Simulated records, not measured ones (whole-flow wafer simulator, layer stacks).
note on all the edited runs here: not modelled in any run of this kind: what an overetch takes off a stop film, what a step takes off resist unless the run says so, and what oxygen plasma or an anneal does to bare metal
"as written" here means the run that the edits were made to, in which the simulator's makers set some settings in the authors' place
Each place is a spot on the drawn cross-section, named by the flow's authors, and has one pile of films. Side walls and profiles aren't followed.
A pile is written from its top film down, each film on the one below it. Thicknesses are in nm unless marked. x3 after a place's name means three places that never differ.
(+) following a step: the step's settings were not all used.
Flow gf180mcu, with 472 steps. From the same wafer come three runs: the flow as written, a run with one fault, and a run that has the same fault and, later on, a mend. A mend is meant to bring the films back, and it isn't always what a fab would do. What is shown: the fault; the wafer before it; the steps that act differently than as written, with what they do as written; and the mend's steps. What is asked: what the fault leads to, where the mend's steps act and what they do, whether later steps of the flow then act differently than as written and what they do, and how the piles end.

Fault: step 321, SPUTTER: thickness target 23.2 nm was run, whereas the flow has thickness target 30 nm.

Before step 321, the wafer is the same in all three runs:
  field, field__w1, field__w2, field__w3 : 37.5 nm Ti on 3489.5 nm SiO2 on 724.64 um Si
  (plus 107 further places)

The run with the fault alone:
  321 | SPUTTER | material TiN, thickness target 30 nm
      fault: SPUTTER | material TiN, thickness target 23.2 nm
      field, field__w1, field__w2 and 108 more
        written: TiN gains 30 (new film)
        fault: TiN gains 23.2 (new film)
  Steps later in the flow that act otherwise than as written:
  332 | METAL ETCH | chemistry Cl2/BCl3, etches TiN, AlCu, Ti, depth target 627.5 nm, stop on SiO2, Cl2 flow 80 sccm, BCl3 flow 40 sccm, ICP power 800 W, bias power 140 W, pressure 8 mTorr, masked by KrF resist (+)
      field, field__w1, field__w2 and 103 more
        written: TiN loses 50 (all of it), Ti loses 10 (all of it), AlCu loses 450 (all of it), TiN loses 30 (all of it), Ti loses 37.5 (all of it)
        fault: TiN loses 50 (all of it), Ti loses 10 (all of it), AlCu loses 450 (all of it), TiN loses 23.2 (all of it), Ti loses 37.5 (all of it)
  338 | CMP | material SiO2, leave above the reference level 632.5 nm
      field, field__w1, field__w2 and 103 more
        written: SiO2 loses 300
        fault: SiO2 loses 306.8
  At field__w8, contact, m1, m1__w1, m1_nw, the piles at the end differ from the flow's by more than 2% or 0.5 nm, whichever is larger.
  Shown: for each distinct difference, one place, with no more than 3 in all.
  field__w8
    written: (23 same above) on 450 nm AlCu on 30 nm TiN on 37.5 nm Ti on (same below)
    fault: (23 same above) on 450 nm AlCu on 23.2 nm TiN on 37.5 nm Ti on (same below)
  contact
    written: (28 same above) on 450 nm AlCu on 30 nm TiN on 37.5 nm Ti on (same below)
    fault: (28 same above) on 450 nm AlCu on 23.2 nm TiN on 37.5 nm Ti on (same below)

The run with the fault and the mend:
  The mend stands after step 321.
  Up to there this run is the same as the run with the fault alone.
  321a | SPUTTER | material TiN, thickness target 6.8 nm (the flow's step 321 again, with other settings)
      field, field__w1, field__w2 and 108 more
        TiN gains 6.8
  None of the later steps of the flow acts differently than as written at any place that is followed.
  The piles end the same as the flow's at every place that both follow.
